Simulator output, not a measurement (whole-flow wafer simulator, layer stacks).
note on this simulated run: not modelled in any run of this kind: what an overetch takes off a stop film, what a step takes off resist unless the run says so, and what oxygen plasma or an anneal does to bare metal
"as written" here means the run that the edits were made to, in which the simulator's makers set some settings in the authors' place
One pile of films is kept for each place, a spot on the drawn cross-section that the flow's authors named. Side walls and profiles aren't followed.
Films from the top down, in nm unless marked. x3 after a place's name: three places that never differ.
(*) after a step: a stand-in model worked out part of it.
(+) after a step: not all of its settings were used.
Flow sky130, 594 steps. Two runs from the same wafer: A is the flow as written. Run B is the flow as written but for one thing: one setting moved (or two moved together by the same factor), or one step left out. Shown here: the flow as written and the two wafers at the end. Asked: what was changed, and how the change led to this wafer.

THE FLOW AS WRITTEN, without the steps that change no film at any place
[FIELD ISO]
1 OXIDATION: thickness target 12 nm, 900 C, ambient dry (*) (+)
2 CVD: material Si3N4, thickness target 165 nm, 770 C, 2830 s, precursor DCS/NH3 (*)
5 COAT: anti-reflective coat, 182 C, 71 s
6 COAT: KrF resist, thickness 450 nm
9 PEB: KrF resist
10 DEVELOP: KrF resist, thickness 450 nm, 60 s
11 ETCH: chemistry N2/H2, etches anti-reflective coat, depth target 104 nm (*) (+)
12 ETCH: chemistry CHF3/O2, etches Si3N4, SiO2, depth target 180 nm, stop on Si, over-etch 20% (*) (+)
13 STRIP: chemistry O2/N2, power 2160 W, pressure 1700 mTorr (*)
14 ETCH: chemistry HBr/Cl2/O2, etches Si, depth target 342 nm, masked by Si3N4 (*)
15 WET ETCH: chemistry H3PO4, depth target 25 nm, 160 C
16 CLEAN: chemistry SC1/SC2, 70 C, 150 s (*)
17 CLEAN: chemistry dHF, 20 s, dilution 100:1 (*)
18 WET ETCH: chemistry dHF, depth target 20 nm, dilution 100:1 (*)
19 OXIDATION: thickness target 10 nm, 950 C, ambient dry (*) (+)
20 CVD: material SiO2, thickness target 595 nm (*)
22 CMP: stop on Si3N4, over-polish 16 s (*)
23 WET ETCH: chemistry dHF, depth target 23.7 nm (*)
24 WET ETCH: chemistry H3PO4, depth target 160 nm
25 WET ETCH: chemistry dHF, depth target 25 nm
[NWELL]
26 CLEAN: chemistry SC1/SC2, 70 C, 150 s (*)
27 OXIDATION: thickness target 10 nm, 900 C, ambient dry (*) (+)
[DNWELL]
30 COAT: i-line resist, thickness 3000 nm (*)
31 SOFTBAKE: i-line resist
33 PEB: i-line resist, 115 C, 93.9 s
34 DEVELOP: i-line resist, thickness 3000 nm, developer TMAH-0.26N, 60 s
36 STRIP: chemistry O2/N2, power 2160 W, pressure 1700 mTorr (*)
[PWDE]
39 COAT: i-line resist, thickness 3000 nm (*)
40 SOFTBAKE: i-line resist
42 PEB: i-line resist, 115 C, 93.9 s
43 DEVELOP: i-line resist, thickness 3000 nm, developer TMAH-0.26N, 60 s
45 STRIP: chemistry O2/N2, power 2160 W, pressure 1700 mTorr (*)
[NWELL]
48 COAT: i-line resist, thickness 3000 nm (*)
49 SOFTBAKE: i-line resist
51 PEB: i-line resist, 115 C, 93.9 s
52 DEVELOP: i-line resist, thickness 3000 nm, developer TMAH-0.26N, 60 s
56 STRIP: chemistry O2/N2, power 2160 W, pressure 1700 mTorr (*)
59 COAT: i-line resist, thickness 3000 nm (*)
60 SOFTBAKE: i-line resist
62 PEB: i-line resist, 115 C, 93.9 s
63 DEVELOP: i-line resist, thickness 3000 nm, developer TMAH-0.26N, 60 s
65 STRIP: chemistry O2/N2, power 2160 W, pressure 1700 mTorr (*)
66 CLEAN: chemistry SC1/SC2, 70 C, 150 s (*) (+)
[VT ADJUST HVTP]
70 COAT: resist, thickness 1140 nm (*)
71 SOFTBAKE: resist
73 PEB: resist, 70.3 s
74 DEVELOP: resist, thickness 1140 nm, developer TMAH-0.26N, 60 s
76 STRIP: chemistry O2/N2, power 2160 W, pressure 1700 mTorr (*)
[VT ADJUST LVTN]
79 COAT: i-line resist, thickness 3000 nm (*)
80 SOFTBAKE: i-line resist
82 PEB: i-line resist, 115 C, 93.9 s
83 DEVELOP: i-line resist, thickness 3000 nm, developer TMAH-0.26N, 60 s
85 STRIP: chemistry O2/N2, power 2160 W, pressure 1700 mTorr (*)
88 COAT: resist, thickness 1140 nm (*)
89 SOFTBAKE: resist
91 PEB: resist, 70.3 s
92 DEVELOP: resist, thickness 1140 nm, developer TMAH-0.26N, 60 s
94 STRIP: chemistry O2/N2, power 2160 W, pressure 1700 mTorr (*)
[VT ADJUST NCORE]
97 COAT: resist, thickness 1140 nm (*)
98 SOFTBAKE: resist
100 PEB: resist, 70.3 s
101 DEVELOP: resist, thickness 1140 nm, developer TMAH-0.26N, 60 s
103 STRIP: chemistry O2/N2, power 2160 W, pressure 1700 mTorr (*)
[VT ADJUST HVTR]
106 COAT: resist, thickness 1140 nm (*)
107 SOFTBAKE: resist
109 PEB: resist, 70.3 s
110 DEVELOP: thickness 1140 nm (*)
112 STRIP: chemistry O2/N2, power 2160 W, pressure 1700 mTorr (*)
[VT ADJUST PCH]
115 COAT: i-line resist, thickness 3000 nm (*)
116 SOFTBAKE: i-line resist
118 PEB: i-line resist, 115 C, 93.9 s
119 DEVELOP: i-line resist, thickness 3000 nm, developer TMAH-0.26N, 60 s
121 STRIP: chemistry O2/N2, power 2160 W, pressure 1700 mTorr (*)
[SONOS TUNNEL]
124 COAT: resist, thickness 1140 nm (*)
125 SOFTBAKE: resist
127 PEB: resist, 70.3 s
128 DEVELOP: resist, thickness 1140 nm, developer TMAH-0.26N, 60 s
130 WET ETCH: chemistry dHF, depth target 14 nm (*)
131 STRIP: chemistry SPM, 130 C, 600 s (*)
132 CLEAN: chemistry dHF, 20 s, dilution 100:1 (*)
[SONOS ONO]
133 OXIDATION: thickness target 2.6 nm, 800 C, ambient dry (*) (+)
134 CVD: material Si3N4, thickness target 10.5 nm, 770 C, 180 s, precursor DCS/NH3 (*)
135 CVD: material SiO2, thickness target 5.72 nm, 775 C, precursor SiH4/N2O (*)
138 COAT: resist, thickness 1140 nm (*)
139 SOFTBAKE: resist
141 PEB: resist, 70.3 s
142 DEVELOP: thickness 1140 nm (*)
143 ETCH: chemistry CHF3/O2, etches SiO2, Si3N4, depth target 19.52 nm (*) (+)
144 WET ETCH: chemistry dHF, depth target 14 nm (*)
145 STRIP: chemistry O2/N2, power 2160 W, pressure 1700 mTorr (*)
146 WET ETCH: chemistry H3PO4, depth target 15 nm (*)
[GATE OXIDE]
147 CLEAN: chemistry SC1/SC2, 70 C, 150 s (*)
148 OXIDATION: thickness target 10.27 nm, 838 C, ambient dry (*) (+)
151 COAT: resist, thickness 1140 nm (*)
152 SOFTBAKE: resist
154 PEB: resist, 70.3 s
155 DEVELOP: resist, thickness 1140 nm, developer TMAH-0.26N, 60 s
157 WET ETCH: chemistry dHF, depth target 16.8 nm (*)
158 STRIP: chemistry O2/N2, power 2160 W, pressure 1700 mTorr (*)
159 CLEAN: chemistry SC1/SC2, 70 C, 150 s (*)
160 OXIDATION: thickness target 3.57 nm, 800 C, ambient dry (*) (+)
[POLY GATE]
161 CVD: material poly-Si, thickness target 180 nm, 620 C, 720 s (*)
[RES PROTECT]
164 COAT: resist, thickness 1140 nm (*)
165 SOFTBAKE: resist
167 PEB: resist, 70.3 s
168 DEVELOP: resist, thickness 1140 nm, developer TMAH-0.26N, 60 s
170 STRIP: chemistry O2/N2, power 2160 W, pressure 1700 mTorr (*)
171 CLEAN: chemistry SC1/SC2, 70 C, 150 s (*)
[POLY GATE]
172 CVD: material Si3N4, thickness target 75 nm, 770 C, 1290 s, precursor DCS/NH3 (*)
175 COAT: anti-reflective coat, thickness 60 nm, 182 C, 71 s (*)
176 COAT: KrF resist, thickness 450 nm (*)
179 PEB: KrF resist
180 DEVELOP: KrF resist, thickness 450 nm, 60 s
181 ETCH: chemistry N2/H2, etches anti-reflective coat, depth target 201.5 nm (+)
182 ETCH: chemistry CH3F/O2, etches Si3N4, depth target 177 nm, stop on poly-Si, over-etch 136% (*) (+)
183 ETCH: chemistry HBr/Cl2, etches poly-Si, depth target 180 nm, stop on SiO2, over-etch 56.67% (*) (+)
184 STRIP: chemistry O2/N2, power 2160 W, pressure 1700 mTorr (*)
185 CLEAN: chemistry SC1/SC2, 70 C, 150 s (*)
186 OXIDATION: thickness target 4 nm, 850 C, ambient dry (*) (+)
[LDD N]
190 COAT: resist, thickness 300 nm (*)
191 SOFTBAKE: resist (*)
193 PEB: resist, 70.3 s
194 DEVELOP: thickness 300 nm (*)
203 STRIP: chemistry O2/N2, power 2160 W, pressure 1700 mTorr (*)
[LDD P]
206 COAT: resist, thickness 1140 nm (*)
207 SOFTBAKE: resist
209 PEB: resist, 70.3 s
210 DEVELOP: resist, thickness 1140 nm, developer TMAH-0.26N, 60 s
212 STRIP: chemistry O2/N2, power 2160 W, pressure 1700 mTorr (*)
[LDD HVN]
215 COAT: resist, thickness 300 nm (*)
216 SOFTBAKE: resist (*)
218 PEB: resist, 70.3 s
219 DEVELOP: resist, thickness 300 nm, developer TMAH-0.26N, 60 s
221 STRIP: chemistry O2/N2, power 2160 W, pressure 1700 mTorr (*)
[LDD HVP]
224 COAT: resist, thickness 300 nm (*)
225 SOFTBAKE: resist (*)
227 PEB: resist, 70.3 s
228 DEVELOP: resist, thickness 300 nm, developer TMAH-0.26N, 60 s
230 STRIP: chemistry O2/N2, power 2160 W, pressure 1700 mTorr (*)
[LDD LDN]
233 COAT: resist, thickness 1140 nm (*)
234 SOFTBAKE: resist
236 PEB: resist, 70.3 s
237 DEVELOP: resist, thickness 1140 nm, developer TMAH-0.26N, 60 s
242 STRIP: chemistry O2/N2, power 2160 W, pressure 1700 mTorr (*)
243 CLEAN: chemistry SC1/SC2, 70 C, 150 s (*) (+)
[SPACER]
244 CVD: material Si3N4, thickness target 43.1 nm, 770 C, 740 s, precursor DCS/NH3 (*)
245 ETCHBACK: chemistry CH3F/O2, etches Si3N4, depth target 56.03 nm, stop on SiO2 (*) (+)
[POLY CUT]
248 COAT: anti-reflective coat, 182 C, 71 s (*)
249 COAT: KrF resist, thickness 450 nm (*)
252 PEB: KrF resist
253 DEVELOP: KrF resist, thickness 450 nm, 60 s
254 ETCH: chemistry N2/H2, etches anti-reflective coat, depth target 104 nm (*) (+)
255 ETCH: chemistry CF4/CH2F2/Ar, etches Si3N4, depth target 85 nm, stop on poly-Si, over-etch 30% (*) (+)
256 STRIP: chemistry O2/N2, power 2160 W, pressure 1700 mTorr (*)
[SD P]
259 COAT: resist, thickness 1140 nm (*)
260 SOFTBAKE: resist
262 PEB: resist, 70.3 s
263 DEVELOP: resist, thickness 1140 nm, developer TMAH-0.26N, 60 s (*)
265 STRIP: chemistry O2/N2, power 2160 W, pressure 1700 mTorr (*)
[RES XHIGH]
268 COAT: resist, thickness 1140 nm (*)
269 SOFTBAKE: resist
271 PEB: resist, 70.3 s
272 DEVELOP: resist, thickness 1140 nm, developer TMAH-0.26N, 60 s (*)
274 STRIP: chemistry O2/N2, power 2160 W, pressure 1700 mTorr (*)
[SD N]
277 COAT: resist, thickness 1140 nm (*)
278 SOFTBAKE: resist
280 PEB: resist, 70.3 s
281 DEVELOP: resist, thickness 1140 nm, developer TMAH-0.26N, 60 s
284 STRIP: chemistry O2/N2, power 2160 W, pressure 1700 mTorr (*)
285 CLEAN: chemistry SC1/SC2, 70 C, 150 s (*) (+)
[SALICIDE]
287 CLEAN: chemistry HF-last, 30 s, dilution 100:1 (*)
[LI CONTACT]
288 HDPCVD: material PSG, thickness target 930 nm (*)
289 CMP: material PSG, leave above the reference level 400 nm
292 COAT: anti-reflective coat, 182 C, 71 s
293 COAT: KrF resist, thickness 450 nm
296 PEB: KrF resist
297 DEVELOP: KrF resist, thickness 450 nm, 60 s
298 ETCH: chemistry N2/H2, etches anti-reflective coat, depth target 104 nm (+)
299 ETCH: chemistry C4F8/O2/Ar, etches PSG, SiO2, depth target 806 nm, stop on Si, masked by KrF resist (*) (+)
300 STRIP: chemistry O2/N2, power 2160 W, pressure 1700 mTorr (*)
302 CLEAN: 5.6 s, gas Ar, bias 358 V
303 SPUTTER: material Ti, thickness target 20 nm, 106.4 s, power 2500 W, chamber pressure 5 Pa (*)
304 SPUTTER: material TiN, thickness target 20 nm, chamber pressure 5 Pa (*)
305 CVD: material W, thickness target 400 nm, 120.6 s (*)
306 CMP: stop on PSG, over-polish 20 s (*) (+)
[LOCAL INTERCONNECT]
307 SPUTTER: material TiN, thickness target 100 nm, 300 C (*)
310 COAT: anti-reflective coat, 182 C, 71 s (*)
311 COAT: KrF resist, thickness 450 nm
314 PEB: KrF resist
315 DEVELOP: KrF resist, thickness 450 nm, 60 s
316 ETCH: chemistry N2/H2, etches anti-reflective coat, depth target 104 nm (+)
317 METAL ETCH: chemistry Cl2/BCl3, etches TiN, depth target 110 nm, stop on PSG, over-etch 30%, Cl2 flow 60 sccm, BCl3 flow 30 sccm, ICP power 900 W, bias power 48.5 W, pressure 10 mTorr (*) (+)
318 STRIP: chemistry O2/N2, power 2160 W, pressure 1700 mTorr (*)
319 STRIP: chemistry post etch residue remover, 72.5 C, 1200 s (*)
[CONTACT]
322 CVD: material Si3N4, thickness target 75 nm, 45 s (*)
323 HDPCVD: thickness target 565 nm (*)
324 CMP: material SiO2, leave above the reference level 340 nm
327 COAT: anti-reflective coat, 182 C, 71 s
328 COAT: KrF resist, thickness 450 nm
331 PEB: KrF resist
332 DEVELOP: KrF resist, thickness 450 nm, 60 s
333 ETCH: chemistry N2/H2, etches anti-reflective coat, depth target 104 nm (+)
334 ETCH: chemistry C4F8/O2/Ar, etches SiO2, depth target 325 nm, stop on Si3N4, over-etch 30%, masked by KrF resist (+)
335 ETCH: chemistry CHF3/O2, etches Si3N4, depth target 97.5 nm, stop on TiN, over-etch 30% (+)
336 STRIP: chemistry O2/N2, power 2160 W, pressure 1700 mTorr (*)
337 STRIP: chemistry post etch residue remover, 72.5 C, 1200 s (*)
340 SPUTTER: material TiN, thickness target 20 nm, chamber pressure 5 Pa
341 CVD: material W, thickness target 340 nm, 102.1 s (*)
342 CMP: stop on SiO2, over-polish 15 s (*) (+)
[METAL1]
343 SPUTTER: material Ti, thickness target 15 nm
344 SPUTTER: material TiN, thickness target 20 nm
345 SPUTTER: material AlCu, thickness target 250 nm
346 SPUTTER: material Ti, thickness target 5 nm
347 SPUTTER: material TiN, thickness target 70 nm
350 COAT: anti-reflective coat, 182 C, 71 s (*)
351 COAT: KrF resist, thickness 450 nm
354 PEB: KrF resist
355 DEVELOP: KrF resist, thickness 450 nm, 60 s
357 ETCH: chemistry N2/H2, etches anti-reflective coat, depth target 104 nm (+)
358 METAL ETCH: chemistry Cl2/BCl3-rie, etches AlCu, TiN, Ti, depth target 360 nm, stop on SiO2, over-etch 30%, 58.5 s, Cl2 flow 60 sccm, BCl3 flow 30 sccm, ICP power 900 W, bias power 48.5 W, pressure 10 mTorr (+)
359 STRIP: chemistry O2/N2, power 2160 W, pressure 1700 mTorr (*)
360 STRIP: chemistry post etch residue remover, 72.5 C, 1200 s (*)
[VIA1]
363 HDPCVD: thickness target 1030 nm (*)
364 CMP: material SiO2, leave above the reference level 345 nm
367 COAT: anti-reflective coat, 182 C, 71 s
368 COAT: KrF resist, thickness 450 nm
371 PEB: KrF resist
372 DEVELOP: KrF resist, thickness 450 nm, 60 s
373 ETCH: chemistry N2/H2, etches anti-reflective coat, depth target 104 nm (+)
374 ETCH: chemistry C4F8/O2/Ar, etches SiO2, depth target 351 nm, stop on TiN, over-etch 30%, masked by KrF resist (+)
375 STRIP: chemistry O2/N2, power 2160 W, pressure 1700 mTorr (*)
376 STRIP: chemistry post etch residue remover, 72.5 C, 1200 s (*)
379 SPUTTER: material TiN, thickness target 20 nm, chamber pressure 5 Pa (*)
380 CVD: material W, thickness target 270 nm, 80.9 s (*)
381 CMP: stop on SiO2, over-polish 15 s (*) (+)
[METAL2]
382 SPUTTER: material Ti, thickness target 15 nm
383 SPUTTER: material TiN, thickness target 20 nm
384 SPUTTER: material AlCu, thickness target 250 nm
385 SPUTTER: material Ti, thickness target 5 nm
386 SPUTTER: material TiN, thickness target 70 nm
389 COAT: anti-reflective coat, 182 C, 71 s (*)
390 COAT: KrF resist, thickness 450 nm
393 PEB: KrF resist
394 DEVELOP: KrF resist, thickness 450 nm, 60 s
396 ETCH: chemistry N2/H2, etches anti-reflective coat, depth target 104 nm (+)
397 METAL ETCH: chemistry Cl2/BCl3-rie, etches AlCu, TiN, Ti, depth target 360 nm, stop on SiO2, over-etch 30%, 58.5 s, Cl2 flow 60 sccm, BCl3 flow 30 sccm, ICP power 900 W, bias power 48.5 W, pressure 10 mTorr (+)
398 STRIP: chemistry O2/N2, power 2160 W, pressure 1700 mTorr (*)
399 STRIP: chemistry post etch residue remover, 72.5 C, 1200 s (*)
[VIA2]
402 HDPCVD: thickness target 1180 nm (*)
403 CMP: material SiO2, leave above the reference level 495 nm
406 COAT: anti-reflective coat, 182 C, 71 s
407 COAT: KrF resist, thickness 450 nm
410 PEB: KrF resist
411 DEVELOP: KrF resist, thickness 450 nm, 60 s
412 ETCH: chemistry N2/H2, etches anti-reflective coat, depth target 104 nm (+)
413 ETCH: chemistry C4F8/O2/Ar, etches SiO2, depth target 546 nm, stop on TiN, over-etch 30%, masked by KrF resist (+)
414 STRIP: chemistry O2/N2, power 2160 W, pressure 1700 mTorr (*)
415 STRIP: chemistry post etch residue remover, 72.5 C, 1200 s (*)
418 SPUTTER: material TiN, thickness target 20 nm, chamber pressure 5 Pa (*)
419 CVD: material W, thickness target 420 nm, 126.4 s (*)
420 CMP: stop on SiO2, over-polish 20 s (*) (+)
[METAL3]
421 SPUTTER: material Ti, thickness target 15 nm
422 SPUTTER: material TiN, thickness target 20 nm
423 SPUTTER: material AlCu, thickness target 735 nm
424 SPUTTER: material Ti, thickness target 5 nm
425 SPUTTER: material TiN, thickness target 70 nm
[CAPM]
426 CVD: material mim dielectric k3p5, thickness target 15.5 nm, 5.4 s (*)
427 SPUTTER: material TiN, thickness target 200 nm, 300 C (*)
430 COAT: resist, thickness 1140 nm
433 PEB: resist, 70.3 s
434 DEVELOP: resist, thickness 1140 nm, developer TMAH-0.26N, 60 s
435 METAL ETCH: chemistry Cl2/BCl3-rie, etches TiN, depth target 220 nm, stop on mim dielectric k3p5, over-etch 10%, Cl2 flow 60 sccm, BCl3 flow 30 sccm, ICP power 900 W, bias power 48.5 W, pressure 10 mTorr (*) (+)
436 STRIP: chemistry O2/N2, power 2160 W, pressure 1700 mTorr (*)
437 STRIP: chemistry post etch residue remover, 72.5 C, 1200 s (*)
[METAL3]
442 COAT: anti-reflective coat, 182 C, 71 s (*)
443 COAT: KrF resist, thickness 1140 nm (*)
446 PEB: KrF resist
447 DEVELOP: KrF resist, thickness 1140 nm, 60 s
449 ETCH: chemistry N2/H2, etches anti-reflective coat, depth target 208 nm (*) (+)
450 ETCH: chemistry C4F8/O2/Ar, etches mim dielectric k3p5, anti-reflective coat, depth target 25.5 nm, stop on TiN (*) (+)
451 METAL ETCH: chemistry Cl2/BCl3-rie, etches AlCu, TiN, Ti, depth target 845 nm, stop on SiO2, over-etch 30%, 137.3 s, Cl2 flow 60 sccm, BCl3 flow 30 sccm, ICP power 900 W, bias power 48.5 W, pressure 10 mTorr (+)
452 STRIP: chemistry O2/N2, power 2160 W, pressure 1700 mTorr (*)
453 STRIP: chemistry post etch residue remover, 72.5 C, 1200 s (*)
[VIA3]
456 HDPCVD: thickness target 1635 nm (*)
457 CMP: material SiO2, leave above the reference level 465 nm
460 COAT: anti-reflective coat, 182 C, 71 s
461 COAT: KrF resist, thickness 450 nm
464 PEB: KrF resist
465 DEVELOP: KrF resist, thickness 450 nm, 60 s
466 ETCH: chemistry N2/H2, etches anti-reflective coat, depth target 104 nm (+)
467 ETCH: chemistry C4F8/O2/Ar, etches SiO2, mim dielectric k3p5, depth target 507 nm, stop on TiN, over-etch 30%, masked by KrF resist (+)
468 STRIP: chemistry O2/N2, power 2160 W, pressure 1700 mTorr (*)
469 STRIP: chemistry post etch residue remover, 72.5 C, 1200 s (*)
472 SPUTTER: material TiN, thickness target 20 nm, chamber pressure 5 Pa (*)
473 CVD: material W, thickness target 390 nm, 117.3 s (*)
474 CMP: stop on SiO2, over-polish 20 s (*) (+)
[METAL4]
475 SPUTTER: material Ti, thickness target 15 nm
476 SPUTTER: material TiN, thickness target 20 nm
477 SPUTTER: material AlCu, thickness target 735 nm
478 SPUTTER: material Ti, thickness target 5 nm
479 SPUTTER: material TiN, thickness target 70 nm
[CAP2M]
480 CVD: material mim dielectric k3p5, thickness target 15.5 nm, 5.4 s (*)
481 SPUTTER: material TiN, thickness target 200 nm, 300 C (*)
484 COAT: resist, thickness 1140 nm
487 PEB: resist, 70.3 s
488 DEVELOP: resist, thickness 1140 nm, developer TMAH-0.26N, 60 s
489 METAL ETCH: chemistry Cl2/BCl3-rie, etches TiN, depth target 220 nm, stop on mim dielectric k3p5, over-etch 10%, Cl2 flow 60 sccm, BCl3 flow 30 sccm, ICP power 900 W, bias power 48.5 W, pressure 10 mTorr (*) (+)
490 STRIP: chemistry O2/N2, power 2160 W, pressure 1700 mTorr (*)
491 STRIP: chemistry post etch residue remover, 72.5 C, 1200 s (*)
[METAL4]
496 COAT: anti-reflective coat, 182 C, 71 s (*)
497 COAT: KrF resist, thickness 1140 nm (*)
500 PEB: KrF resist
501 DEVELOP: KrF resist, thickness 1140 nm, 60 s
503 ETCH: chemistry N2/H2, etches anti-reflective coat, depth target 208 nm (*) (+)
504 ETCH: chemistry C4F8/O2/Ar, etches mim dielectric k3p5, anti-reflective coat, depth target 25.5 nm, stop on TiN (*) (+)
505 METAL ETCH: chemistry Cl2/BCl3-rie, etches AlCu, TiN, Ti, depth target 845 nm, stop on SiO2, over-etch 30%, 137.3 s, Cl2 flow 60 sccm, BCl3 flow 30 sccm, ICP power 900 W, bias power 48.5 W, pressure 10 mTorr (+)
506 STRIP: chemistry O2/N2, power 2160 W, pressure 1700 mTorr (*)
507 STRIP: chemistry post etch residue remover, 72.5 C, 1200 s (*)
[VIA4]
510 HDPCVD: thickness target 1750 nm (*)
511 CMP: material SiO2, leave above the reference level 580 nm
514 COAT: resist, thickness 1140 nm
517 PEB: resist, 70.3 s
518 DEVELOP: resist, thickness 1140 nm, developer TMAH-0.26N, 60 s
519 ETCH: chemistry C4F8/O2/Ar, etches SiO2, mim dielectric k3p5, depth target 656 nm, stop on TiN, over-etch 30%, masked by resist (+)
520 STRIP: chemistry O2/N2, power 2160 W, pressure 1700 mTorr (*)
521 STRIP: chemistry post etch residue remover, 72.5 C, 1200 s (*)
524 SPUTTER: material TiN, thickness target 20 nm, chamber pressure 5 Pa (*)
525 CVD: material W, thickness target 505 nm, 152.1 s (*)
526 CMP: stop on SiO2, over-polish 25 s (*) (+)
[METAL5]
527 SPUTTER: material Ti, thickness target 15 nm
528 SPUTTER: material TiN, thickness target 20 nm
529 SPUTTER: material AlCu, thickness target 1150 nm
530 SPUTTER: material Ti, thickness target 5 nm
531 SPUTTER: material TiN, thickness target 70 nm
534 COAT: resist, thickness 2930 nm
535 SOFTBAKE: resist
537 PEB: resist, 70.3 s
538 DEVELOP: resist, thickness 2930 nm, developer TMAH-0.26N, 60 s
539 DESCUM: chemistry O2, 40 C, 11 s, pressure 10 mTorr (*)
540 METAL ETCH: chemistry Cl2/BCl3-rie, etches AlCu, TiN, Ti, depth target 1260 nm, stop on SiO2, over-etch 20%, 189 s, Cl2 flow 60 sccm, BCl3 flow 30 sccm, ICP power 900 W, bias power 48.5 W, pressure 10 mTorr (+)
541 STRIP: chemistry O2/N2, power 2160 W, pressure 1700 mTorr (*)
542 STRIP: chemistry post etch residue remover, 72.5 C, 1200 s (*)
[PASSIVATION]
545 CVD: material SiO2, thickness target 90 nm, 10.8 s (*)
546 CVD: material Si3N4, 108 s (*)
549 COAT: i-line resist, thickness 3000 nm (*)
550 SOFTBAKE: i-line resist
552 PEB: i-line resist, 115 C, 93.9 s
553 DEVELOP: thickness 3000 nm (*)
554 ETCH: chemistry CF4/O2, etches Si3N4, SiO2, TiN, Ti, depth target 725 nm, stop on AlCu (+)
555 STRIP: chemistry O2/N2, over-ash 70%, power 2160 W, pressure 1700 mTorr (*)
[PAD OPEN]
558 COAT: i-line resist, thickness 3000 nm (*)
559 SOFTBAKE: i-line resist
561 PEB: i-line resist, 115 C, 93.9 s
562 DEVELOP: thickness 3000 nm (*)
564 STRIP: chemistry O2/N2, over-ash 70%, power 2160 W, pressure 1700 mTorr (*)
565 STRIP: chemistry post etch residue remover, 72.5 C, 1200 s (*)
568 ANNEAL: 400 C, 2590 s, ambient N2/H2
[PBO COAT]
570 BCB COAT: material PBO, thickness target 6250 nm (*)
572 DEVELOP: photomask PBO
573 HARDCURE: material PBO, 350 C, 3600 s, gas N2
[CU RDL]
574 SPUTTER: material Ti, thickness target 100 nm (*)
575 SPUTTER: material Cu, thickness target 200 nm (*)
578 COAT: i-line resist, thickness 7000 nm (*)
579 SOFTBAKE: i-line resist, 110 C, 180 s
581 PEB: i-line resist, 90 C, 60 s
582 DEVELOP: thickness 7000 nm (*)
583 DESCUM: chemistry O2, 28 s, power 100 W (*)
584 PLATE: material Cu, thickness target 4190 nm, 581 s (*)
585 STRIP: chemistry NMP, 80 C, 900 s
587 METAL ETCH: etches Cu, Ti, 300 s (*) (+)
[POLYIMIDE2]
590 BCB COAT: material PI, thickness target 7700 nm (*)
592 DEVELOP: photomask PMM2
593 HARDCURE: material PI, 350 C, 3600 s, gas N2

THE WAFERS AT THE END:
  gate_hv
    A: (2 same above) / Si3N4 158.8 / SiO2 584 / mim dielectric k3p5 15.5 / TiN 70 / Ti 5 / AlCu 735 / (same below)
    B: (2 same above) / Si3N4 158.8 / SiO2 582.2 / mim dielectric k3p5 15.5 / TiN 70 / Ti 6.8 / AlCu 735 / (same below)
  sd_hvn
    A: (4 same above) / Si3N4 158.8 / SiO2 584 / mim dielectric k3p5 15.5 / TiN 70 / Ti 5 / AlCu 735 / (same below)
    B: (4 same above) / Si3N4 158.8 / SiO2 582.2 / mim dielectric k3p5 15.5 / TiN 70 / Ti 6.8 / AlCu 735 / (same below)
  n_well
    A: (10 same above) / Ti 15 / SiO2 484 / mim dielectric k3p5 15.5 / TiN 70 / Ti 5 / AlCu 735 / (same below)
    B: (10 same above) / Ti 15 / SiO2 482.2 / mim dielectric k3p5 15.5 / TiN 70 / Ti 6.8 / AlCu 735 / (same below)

The cause: step 478, SPUTTER: thickness target 6.8 nm was run, where the flow has thickness target 5 nm.
It can be read off the wafer: gate_hv has Ti 6.8, and step 478 as written asks for 5 nm.

How the change led to this, step by step:
  478 SPUTTER: material Ti, thickness target 5 nm
      field, active, n_well and 189 more: A Ti +5 (new film) | B Ti +6.8 (new film)
  505 METAL ETCH: chemistry Cl2/BCl3-rie, etches AlCu, TiN, Ti, depth target 845 nm, stop on SiO2, over-etch 30%, 137.3 s, Cl2 flow 60 sccm, BCl3 flow 30 sccm, ICP power 900 W, bias power 48.5 W, pressure 10 mTorr (+)
      field, gate, spacer and 68 more: A TiN -70 (all of it), Ti -5 (all of it), AlCu -735 (all of it), TiN -20 (all of it), Ti -15 (all of it), SiO2 -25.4 | B TiN -70 (all of it), Ti -6.8 (all of it), AlCu -735 (all of it), TiN -20 (all of it), Ti -15 (all of it), SiO2 -25.2
      active, vpp_iso1, mim_edge_plate and 14 more: A TiN -70 (all of it), Ti -5 (all of it), AlCu -735 (all of it), TiN -20 (all of it), Ti -15 (all of it), SiO2 -25.3 | B TiN -70 (all of it), Ti -6.8 (all of it), AlCu -735 (all of it), TiN -20 (all of it), Ti -15 (all of it), SiO2 -25.2
